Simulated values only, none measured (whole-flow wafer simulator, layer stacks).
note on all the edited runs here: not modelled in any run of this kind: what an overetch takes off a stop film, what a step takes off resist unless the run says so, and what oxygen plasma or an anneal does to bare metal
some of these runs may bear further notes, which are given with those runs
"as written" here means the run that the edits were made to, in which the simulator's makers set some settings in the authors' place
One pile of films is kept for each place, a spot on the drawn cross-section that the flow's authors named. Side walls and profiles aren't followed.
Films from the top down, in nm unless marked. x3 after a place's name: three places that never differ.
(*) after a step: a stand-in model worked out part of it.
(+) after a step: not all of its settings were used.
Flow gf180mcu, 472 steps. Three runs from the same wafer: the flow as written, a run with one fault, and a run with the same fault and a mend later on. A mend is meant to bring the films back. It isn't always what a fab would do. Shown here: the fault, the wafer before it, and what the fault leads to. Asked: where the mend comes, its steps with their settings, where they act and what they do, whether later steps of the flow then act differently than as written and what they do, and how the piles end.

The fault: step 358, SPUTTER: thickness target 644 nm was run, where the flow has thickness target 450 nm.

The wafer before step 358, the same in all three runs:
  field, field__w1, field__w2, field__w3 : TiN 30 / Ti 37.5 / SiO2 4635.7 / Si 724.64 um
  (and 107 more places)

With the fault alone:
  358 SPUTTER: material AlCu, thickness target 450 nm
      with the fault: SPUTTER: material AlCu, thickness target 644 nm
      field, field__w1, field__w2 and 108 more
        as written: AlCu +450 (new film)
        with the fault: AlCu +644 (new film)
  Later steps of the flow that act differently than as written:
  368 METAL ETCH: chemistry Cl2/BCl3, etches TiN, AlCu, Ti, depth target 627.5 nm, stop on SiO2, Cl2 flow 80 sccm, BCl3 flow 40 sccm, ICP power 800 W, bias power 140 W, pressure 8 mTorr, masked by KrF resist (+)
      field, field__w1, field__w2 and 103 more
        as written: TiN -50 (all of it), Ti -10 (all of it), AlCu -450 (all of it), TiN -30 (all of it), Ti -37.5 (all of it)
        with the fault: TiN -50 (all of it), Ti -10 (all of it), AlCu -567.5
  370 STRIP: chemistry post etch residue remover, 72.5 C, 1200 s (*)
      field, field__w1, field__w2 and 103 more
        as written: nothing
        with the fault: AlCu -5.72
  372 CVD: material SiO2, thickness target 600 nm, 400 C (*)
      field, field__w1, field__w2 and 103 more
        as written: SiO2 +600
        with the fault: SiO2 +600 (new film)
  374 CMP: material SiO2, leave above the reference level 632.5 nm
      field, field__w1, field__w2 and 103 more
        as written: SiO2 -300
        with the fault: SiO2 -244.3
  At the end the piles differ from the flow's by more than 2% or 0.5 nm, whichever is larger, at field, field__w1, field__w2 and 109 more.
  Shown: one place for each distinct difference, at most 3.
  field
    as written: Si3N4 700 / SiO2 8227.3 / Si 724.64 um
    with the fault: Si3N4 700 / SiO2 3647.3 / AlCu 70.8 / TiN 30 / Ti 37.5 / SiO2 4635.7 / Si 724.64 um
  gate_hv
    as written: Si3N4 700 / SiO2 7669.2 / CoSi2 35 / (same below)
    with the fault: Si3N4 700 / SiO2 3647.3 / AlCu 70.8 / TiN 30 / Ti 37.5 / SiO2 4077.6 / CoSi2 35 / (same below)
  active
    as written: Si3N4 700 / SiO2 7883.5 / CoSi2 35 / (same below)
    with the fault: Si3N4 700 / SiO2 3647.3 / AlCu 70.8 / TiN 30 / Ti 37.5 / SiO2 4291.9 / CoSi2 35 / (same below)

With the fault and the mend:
  The mend comes after step 358.
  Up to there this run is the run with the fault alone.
  358a METAL ETCH: chemistry Cl2/BCl3, etches TiN, AlCu, Ti, depth target 194 nm, Cl2 flow 80 sccm, BCl3 flow 40 sccm, ICP power 800 W, bias power 140 W, pressure 8 mTorr (the flow's step 260 once more, with other settings)
      field, field__w1, field__w2 and 108 more
        AlCu -194
  No later step of the flow acts differently than as written at any place that is followed.
  At the end the piles are the same as the flow's at every place that both follow.
